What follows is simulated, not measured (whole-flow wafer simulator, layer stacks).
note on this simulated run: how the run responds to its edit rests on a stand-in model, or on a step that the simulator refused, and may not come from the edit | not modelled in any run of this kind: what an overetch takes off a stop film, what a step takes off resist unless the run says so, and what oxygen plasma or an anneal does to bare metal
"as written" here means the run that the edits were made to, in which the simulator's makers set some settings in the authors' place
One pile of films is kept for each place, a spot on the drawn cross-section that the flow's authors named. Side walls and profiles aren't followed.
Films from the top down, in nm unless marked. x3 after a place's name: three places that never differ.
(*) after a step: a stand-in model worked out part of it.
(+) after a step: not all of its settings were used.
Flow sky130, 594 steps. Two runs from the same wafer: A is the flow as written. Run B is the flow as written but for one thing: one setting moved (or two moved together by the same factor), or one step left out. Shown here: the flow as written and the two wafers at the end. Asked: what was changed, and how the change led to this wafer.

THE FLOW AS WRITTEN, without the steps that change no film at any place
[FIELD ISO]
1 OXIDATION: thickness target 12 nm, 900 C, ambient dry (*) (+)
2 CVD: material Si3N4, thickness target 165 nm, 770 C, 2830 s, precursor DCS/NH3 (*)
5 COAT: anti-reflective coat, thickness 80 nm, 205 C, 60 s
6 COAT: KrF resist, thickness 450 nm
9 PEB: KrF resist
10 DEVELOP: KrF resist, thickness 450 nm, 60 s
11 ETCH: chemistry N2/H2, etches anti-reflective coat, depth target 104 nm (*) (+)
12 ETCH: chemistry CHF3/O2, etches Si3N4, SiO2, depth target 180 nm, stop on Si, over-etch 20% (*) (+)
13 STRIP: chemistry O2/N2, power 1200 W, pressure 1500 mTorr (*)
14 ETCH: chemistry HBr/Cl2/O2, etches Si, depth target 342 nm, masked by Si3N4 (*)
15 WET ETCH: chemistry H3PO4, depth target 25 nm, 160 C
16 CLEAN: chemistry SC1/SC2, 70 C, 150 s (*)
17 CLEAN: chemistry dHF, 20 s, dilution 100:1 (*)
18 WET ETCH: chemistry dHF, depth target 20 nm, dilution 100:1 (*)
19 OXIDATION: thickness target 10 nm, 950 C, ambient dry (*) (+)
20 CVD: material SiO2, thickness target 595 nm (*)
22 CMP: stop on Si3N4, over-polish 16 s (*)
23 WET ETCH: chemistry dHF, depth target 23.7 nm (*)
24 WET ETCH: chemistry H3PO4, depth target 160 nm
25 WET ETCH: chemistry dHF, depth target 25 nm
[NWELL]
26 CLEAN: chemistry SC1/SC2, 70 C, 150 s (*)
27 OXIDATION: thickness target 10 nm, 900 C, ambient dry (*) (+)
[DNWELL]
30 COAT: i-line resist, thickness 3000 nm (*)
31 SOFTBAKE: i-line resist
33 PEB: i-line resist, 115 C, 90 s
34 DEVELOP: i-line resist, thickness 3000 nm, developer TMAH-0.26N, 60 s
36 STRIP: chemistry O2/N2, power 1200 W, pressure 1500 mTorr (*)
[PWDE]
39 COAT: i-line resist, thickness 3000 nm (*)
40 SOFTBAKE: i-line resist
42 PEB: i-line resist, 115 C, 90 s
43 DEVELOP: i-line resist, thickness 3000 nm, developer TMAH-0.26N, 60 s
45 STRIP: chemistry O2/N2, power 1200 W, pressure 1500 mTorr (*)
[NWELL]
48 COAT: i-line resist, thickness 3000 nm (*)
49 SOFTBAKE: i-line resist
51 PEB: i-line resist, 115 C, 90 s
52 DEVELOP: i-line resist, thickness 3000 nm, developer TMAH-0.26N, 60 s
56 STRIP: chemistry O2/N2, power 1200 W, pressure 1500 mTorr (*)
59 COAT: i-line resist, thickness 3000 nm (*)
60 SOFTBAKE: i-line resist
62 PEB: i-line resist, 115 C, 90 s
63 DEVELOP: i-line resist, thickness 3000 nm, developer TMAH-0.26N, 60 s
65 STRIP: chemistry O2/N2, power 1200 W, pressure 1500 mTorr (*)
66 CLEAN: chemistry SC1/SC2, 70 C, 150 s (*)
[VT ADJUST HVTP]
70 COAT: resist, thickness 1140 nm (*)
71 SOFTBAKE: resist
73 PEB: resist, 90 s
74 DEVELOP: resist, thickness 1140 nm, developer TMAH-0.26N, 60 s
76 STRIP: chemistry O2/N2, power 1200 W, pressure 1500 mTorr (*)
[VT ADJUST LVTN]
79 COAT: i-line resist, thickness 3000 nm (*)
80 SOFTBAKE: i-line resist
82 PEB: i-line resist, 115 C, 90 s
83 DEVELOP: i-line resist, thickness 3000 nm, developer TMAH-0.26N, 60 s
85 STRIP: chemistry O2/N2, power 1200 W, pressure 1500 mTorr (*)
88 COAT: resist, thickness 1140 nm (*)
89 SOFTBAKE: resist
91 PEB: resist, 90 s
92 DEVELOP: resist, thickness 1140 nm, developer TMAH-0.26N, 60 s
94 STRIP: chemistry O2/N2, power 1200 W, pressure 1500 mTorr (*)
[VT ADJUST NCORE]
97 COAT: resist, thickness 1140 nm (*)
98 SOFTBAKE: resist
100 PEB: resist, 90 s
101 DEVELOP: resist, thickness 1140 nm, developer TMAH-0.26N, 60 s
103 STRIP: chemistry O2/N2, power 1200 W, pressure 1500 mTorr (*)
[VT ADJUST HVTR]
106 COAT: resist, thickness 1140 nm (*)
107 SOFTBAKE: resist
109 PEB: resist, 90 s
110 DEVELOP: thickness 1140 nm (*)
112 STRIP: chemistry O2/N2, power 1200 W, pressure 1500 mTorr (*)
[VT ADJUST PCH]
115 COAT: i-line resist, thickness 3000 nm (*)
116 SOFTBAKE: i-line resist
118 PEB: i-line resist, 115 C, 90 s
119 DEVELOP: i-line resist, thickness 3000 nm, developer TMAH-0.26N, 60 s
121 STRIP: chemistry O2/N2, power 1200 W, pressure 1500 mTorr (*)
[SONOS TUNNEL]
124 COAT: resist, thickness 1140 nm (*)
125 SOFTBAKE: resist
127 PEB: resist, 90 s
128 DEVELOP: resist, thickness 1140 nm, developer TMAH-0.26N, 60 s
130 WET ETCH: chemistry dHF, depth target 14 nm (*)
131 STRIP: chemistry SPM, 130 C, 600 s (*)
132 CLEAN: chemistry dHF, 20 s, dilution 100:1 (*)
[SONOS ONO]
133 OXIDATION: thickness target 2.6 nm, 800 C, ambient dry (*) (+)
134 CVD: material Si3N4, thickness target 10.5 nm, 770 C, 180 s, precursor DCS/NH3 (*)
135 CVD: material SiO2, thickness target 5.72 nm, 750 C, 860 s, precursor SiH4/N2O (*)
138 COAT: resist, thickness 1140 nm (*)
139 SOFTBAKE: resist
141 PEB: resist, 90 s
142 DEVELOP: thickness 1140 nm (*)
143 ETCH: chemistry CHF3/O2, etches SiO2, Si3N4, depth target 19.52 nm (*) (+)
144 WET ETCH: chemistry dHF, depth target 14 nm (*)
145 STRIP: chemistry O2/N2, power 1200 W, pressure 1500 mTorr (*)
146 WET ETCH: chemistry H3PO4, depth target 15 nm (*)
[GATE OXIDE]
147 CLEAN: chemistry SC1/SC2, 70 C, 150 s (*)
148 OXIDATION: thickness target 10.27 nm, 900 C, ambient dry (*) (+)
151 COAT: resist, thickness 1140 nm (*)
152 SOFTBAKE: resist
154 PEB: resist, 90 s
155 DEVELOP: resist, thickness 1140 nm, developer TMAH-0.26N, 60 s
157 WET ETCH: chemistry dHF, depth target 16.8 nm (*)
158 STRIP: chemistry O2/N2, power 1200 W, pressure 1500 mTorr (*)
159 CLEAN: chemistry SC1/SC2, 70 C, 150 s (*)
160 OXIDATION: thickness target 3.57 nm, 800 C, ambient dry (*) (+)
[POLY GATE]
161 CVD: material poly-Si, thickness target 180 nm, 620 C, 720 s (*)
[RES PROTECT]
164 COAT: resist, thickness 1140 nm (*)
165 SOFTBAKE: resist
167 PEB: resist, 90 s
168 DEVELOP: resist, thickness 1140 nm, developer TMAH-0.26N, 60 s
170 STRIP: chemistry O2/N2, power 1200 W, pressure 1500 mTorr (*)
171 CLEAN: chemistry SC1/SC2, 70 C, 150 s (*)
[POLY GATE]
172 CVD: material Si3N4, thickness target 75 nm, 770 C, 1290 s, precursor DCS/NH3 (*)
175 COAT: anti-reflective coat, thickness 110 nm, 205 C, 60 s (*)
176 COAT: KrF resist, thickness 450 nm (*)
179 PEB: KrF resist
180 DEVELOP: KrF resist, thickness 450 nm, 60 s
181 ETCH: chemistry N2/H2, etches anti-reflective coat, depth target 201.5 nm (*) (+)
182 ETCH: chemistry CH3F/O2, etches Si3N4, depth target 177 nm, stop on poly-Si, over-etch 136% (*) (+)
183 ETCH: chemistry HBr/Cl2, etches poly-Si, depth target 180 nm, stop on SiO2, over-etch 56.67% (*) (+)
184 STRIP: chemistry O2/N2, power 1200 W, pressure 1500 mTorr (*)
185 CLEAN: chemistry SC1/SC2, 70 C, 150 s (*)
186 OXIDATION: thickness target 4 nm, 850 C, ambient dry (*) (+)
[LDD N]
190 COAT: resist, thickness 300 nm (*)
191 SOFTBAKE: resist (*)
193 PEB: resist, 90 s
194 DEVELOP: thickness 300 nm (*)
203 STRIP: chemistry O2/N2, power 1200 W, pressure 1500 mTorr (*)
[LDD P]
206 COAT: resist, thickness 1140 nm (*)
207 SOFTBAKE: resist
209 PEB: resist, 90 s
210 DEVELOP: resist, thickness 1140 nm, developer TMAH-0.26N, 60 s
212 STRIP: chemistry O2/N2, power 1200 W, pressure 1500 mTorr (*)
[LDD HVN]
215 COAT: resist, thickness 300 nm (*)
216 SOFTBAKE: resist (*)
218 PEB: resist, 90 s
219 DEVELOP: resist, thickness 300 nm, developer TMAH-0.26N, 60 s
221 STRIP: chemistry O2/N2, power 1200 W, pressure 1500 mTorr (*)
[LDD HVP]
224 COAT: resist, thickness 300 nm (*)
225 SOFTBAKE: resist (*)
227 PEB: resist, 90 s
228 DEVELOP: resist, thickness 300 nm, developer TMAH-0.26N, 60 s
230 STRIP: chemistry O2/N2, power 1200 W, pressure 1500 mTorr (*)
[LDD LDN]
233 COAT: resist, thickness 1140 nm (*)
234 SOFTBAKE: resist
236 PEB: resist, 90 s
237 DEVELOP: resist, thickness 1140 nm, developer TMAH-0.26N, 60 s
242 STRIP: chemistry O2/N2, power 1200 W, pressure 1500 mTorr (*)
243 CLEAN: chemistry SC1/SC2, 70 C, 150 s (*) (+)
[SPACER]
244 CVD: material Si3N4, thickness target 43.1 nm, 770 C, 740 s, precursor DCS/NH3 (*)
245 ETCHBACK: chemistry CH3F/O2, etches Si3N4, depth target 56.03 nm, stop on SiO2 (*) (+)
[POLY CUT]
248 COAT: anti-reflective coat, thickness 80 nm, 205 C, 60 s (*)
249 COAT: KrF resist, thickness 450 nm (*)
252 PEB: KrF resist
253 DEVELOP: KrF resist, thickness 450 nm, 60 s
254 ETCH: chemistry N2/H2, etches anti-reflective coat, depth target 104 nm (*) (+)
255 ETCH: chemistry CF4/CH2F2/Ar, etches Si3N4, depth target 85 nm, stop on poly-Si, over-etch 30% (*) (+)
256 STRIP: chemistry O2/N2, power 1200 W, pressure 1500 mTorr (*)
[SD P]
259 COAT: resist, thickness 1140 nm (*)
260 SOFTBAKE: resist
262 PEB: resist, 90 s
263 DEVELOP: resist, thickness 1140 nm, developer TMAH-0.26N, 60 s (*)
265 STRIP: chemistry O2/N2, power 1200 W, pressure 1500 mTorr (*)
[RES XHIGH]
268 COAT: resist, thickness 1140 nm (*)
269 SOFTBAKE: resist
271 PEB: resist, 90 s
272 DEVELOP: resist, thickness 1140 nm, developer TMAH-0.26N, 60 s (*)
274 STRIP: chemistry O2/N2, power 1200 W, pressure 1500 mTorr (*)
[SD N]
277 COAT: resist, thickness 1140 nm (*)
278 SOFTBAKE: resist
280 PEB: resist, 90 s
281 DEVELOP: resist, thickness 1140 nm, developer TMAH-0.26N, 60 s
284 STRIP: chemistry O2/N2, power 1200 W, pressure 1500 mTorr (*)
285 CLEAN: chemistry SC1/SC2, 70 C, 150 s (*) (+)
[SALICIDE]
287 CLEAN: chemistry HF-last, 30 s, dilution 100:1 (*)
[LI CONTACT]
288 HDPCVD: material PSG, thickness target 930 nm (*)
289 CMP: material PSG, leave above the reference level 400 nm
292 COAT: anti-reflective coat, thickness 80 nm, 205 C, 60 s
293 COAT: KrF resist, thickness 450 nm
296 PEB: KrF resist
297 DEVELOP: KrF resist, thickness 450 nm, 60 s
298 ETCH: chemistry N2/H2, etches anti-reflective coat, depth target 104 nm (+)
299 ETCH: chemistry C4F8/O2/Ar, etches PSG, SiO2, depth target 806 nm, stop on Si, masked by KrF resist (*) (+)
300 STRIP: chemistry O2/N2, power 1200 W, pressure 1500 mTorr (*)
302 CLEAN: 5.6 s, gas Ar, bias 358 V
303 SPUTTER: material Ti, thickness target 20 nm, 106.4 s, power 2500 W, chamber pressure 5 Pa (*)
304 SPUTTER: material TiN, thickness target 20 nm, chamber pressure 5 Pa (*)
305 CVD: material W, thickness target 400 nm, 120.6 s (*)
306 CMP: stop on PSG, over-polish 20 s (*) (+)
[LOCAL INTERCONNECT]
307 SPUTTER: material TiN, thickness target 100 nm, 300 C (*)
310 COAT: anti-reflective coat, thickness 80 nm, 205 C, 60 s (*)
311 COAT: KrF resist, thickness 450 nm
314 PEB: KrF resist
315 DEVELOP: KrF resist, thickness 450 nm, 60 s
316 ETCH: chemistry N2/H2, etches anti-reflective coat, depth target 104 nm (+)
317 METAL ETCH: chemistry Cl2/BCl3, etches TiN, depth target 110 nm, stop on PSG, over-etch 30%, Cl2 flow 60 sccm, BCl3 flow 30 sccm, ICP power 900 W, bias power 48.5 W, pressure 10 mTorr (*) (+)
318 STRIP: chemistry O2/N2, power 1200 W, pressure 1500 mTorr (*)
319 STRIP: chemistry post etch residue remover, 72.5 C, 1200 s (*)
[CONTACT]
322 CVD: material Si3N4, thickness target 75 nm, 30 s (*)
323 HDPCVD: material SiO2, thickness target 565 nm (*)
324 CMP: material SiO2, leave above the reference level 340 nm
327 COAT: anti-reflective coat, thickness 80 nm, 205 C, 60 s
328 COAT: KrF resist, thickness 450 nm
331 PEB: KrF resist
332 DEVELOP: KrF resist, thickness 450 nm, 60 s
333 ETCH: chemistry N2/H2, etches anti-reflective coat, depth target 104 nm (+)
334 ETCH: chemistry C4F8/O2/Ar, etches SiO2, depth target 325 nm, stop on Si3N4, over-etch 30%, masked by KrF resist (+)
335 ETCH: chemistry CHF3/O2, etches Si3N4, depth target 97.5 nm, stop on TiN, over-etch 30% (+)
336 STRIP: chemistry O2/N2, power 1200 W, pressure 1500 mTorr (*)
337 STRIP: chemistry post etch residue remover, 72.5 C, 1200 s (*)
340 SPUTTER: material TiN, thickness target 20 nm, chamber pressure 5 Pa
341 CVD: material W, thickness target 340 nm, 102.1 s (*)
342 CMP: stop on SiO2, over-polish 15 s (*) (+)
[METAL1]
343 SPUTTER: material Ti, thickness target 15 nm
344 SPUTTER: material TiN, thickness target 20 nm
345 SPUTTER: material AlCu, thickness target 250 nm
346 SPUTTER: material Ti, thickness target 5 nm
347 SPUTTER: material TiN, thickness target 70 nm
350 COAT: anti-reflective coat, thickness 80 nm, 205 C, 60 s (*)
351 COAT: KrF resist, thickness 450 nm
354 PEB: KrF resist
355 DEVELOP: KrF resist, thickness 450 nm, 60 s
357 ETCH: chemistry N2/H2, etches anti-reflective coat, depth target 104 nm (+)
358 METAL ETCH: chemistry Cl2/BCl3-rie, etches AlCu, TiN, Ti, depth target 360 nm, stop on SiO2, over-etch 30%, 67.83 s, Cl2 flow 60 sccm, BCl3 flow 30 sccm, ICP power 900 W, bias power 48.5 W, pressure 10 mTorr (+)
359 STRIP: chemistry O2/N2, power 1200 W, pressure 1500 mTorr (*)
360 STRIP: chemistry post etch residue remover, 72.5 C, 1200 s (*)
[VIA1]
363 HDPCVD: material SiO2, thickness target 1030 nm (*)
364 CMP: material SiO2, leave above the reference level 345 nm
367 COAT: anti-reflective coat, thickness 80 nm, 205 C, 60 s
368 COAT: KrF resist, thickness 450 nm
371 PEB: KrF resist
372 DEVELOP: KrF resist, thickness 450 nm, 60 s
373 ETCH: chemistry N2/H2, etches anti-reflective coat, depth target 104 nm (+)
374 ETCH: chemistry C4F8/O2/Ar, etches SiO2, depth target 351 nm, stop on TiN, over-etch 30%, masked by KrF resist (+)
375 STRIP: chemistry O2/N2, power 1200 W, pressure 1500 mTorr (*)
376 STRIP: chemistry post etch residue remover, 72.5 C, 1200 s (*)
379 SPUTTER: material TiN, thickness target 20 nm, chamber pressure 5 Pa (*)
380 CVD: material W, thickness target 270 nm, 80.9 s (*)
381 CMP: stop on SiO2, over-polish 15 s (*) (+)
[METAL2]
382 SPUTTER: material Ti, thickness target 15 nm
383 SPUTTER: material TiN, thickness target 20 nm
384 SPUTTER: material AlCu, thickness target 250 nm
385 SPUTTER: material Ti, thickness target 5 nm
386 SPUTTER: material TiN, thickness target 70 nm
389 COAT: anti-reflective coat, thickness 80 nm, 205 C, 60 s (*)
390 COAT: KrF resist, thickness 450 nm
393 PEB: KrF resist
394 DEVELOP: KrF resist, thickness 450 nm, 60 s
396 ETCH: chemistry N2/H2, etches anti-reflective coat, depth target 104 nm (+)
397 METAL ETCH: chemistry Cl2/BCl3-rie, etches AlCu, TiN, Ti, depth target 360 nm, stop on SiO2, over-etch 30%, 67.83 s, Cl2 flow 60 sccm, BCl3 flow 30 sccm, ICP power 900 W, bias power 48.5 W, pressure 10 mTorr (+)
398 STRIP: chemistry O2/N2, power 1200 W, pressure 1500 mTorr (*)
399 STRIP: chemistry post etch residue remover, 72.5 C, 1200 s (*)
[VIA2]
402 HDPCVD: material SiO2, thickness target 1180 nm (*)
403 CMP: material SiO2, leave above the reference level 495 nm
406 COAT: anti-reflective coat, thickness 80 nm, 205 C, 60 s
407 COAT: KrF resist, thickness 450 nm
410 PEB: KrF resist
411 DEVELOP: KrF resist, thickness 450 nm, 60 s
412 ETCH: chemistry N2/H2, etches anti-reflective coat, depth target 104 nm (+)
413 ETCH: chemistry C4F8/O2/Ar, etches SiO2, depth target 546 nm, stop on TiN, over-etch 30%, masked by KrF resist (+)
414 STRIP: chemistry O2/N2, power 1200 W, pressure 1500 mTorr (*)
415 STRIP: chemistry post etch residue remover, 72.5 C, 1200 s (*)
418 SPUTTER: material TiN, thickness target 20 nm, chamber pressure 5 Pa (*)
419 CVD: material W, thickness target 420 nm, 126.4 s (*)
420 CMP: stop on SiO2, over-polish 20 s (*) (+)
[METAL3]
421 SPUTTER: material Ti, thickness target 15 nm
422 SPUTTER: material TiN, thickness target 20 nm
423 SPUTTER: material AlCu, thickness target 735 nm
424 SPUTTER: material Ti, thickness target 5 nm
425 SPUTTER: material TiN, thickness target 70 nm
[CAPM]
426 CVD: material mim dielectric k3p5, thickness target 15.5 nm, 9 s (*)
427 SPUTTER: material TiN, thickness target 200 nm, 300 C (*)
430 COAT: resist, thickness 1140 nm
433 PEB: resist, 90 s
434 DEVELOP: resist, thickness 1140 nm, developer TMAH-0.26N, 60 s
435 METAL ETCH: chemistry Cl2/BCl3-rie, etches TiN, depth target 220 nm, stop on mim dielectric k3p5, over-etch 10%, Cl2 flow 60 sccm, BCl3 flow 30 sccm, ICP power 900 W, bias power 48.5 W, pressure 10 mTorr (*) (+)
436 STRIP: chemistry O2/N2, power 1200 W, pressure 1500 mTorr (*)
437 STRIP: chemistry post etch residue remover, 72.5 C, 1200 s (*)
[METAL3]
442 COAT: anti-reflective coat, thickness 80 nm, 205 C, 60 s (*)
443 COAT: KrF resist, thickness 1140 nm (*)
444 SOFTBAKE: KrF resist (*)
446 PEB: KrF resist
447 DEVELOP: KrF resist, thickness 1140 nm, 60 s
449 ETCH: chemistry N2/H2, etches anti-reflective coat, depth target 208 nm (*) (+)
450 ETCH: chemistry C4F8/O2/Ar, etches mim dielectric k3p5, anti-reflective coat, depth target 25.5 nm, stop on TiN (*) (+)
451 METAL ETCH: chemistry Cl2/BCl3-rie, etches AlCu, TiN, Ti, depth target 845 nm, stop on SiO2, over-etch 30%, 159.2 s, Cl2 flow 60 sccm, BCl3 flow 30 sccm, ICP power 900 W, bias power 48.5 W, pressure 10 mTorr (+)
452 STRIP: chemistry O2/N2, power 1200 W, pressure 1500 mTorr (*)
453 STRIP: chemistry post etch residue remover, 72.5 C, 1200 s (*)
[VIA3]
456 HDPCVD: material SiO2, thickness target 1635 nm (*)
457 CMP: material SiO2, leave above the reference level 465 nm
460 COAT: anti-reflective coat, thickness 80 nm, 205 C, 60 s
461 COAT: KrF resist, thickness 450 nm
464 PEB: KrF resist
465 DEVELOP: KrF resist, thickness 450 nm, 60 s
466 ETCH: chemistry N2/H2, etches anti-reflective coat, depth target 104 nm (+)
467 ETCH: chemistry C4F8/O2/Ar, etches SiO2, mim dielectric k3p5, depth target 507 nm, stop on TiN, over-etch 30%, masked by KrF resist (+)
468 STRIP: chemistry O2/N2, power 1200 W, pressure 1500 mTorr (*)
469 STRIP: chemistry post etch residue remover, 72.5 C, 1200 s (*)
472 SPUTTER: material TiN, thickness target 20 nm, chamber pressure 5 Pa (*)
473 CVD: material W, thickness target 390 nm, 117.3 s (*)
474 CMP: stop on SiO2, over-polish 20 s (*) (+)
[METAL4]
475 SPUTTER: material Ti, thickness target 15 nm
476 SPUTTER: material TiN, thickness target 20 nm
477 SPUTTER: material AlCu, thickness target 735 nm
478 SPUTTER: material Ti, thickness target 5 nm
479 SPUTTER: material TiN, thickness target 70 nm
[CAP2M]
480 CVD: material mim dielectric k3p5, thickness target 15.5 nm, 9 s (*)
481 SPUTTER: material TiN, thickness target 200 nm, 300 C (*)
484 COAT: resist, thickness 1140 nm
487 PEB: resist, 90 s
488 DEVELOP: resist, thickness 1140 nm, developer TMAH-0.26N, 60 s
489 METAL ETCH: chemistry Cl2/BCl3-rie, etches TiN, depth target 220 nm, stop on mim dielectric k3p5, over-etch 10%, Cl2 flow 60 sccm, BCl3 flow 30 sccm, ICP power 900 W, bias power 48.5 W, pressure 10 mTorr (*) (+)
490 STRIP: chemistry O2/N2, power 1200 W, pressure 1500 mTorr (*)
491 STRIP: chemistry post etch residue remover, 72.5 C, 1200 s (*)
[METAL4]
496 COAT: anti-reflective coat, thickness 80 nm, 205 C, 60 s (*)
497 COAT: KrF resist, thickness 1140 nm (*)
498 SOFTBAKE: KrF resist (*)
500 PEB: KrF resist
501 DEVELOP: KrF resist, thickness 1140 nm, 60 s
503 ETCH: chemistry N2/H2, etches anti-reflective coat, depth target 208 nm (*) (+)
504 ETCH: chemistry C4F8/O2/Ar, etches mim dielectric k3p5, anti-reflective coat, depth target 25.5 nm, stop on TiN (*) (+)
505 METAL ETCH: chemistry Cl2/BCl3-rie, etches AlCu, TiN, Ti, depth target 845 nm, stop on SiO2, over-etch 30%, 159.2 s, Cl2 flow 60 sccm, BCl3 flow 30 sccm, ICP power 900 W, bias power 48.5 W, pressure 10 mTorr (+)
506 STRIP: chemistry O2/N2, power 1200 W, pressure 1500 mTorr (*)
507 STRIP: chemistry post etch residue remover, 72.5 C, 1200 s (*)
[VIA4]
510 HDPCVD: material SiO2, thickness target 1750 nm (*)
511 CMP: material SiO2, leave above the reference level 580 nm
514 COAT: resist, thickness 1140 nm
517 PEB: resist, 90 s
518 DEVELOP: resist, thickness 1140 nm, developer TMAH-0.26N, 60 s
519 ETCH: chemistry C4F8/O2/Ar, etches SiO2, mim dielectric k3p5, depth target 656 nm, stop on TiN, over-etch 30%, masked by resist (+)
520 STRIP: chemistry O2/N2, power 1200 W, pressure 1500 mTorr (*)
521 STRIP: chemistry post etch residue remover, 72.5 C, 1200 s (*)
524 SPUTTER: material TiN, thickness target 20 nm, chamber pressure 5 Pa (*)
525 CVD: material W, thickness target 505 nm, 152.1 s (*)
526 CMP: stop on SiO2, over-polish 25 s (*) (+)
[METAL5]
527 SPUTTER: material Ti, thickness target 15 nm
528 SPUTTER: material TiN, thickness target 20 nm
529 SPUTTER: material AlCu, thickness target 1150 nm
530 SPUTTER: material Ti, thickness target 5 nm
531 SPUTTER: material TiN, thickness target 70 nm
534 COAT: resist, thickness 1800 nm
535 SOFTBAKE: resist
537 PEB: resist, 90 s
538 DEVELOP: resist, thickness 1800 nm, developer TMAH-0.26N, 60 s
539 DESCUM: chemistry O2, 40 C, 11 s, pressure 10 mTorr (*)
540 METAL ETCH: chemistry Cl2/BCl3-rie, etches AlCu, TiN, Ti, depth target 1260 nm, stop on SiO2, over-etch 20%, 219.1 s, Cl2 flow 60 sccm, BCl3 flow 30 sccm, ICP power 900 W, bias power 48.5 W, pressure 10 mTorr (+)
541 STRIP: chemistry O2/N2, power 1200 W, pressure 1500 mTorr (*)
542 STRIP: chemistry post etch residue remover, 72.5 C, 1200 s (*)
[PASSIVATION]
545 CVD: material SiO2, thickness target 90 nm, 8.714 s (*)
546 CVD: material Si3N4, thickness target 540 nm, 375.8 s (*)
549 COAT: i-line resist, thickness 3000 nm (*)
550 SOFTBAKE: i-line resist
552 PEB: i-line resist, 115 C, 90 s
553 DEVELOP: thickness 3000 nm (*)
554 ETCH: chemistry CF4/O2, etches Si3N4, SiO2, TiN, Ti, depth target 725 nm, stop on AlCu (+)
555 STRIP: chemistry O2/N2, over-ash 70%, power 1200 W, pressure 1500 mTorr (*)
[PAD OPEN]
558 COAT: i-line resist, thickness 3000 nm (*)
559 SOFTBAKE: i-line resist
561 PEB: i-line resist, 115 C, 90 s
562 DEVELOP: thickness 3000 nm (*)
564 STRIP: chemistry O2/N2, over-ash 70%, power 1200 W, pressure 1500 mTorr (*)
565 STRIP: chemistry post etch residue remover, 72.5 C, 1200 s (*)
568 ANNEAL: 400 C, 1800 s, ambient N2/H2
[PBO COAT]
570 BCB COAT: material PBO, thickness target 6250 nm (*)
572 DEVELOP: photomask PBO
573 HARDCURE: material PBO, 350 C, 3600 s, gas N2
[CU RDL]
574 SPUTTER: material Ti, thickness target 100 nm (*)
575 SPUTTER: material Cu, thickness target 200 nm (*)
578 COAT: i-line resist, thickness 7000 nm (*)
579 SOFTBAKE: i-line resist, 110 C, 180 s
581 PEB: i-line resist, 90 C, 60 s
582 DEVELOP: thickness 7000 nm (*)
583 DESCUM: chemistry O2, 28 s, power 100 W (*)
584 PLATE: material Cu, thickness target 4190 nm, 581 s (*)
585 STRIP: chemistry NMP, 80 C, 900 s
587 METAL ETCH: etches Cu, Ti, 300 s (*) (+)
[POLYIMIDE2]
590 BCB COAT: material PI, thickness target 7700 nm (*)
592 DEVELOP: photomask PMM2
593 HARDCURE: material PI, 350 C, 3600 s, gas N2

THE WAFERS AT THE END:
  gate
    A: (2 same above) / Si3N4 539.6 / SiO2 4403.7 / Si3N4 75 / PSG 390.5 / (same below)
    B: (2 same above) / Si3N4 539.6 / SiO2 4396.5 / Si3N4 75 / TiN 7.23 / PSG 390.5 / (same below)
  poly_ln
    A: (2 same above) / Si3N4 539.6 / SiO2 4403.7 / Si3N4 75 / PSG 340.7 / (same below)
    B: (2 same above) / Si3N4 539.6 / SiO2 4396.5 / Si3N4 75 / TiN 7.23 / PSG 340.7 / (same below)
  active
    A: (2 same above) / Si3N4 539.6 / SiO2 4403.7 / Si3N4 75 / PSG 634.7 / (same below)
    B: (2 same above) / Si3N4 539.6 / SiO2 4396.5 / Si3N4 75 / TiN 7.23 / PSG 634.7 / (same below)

The cause: step 316, ETCH: depth target 67.6 nm was run, where the flow has depth target 104 nm.

How the change led to this, step by step:
  316 ETCH: chemistry N2/H2, etches anti-reflective coat, depth target 104 nm (+)
      field, active, gate and 87 more: A anti-reflective coat -80 (all of it), TiN -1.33 | B anti-reflective coat -67.6
      rpo_hd: A anti-reflective coat -80 (all of it), TiN -1.34 | B anti-reflective coat -67.6
      (and at 100 more places)
  317 METAL ETCH: chemistry Cl2/BCl3, etches TiN, depth target 110 nm, stop on PSG, over-etch 30%, Cl2 flow 60 sccm, BCl3 flow 30 sccm, ICP power 900 W, bias power 48.5 W, pressure 10 mTorr (*) (+)
      field, active, gate and 80 more: A TiN -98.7 (all of it) | B anti-reflective coat -12.4 (all of it), TiN -92.3
      mim_edge_plate_strap, mim_edge_plate, mim_edge_gap, mim_edge_gap_sheet, rpo_hd, rpm_encl, rpm_encl_psd, iso_guard_nsd_tip: A TiN -98.7 (all of it) | B anti-reflective coat -12.4 (all of it), TiN -92.4
  318 STRIP: chemistry O2/N2, power 1200 W, pressure 1500 mTorr (*)
      n_well, p_well, gate_hv and 88 more: A KrF resist -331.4 (all of it), anti-reflective coat -80 (all of it) | B KrF resist -351.6 (all of it), anti-reflective coat -80 (all of it)
      drift_dnw, nw_fld, nw_fld__w1, ndiff_licon_rim, pnp_par_nw: A KrF resist -331.4 (all of it), anti-reflective coat -80 (all of it) | B KrF resist -351.7 (all of it), anti-reflective coat -80 (all of it)
      (and at 4 more places)
  324 CMP: material SiO2, leave above the reference level 340 nm
      field, active, gate and 80 more: A SiO2 -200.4 | B SiO2 -207.7
      mim_edge_plate_strap, mim_edge_plate, mim_edge_gap, mim_edge_gap_sheet, rpo_hd, rpm_encl, rpm_encl_psd, iso_guard_nsd_tip: A SiO2 -200.4 | B SiO2 -207.6
Counting metal films that touch as one body, gate has 1 body; the flow as written gives 0 bodies.
Counting metal films that touch as one body, poly_ln has 1 body; the flow as written gives 0 bodies.
Counting metal films that touch as one body, active has 1 body; the flow as written gives 0 bodies.
